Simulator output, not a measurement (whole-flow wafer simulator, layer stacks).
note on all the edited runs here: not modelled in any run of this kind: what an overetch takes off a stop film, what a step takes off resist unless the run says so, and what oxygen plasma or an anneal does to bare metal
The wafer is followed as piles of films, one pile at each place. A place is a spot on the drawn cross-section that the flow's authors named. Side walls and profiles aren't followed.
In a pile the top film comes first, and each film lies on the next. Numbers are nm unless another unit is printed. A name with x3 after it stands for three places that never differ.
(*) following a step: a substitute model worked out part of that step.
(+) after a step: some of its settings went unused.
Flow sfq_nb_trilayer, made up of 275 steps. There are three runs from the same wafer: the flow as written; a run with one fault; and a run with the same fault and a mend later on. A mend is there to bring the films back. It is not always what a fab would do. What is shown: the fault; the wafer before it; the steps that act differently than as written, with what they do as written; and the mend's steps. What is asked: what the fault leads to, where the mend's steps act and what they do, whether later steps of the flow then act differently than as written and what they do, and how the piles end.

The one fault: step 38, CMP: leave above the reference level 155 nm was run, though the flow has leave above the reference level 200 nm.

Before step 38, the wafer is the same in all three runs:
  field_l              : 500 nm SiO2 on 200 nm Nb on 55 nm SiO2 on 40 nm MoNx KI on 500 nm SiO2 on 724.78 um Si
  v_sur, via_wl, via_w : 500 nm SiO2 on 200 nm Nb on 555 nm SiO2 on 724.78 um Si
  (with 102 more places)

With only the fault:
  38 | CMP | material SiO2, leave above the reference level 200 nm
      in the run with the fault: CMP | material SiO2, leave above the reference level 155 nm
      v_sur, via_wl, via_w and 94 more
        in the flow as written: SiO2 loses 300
        in the run with the fault: SiO2 loses 345
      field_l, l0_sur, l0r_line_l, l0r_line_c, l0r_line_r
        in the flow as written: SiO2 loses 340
        in the run with the fault: SiO2 loses 385
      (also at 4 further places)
  Later steps of the flow acting differently than as written (4 other steps are not shown; they differ only slightly, by no more than 2% or 0.5 nm, whichever is larger):
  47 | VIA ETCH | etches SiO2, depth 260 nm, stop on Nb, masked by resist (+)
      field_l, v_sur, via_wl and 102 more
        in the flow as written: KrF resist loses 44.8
        in the run with the fault: KrF resist loses 40
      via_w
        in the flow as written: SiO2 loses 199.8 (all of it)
        in the run with the fault: SiO2 loses 154.8 (all of it)
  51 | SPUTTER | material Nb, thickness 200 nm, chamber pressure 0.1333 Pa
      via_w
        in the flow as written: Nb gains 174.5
        in the run with the fault: Nb gains 183.7
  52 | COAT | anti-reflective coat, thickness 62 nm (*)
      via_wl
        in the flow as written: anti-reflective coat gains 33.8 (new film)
        in the run with the fault: anti-reflective coat gains 35.5 (new film)
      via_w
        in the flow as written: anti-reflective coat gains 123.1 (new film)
        in the run with the fault: anti-reflective coat gains 112.2 (new film)
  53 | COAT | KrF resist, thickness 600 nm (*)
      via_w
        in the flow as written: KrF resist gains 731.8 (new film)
        in the run with the fault: KrF resist gains 695.4 (new film)
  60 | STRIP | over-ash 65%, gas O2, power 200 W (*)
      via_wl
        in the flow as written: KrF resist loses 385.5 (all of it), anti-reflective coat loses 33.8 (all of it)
        in the run with the fault: KrF resist loses 389.1 (all of it), anti-reflective coat loses 35.5 (all of it)
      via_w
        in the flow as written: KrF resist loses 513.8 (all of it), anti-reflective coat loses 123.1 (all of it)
        in the run with the fault: KrF resist loses 477.5 (all of it), anti-reflective coat loses 112.2 (all of it)
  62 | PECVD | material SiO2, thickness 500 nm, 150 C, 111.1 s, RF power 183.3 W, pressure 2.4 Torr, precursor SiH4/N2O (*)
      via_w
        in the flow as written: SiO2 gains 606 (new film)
        in the run with the fault: SiO2 gains 527.3 (new film)
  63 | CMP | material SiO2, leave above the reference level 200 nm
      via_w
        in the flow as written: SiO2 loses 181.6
        in the run with the fault: SiO2 loses 157.1
  The piles end different from the flow's at v_sur, via_wl, via_w and 79 more by more than 2% or 0.5 nm, whichever is larger.
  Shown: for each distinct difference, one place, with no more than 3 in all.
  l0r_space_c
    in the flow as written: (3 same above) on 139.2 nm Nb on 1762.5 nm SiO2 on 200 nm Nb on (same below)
    in the run with the fault: (3 same above) on 139.2 nm Nb on 1717.5 nm SiO2 on 200 nm Nb on (same below)
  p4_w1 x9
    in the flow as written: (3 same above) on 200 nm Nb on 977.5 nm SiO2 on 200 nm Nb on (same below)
    in the run with the fault: (3 same above) on 200 nm Nb on 932.5 nm SiO2 on 200 nm Nb on (same below)
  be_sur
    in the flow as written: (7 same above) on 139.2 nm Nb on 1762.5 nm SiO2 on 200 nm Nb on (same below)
    in the run with the fault: (7 same above) on 139.2 nm Nb on 1717.5 nm SiO2 on 200 nm Nb on (same below)

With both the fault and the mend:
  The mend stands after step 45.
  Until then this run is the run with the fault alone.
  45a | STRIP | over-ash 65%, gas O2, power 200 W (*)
      field_l, v_sur, via_wl and 102 more
        KrF resist loses 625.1 (all of it), anti-reflective coat loses 62 (all of it)
      via_w
        anti-reflective coat loses 62 (all of it)
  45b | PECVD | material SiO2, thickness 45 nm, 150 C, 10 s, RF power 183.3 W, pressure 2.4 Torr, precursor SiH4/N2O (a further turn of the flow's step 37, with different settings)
      field_l, v_sur, via_wl and 103 more
        SiO2 gains 45
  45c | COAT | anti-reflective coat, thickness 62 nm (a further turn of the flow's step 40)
      field_l, v_sur, via_wl and 103 more
        anti-reflective coat gains 62 (new film)
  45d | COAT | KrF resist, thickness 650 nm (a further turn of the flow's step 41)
      field_l, v_sur, via_wl and 103 more
        KrF resist gains 650 (new film)
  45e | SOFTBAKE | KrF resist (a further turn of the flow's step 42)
      does not change any film at any place that is followed
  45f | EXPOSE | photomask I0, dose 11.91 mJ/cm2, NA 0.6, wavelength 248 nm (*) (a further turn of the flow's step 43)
      does not change any film at any place that is followed
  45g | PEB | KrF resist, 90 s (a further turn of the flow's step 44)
      field_l, v_sur, via_wl and 103 more
        KrF resist loses 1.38
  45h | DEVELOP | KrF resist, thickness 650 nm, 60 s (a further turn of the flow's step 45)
      field_l, v_sur, via_wl and 102 more
        KrF resist loses 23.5
      via_w
        KrF resist loses 648.6 (all of it)
  Later steps of the flow that are run all act as written at every place that is followed, up to a difference of at most 2% or 0.5 nm, whichever is larger.
  When the end is reached, the piles differ only a little from the flow's at the places that both follow, at most by 2% or 0.5 nm, whichever is larger.
